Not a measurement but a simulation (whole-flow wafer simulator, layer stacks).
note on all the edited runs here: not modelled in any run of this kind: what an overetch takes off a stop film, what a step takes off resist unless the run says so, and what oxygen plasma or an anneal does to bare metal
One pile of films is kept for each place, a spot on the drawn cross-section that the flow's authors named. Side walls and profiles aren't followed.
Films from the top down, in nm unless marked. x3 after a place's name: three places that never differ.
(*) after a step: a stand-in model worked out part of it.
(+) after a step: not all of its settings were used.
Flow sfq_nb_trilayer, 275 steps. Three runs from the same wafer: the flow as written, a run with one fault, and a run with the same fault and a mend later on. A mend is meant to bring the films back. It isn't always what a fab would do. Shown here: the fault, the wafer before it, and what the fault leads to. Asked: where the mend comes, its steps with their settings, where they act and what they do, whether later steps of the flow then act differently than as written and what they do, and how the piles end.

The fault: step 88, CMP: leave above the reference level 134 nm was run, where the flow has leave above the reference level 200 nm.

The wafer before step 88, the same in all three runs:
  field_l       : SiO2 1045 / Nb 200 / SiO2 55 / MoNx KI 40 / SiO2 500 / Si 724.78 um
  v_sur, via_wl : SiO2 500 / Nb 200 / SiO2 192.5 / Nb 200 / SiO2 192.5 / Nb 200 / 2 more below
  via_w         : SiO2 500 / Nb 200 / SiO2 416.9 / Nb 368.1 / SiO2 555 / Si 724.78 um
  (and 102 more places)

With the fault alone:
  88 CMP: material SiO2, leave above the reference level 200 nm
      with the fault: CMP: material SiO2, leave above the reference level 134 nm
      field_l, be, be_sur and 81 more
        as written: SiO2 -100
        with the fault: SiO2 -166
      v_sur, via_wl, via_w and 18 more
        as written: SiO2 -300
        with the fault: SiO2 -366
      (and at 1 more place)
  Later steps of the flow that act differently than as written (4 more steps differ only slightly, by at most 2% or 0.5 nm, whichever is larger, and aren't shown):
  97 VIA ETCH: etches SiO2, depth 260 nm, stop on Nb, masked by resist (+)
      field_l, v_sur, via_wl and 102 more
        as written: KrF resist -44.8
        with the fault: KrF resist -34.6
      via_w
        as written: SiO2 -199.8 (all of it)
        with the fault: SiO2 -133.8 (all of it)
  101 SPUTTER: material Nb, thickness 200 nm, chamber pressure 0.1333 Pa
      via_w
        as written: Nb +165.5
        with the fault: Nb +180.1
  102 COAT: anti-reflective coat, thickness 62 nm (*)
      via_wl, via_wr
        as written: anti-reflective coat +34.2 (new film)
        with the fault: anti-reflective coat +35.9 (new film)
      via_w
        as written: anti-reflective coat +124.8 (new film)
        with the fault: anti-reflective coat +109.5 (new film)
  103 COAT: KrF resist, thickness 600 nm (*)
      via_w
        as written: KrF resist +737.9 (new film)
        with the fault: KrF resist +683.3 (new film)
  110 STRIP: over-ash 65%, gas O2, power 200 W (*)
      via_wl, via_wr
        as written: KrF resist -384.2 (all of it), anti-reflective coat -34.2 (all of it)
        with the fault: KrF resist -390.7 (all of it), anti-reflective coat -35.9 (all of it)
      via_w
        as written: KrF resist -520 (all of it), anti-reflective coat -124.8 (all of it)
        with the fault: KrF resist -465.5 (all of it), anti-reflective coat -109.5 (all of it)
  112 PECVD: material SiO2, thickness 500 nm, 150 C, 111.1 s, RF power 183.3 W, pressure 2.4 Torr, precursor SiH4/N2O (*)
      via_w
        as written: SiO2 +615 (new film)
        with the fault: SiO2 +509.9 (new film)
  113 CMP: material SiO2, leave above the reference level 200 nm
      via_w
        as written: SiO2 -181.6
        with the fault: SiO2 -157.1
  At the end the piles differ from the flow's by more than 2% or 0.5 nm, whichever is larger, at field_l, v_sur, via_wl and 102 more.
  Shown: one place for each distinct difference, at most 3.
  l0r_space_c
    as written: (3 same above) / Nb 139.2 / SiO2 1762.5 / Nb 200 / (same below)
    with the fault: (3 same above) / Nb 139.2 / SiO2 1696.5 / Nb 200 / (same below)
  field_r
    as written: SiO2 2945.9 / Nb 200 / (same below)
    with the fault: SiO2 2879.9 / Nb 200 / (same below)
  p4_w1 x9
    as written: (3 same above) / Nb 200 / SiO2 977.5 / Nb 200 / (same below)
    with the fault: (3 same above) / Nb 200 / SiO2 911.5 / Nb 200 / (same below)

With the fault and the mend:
  The mend comes after step 89.
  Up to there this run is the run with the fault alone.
  89a PECVD: material SiO2, thickness 66 nm, 150 C, 14.67 s, RF power 183.3 W, pressure 2.4 Torr, precursor SiH4/N2O (the flow's step 87 once more, with other settings)
      field_l, v_sur, via_wl and 103 more
        SiO2 +66
  No later step of the flow acts differently than as written, at any place that is followed, by more than 2% or 0.5 nm, whichever is larger.
  At the end the piles are the same as the flow's at every place that both follow.
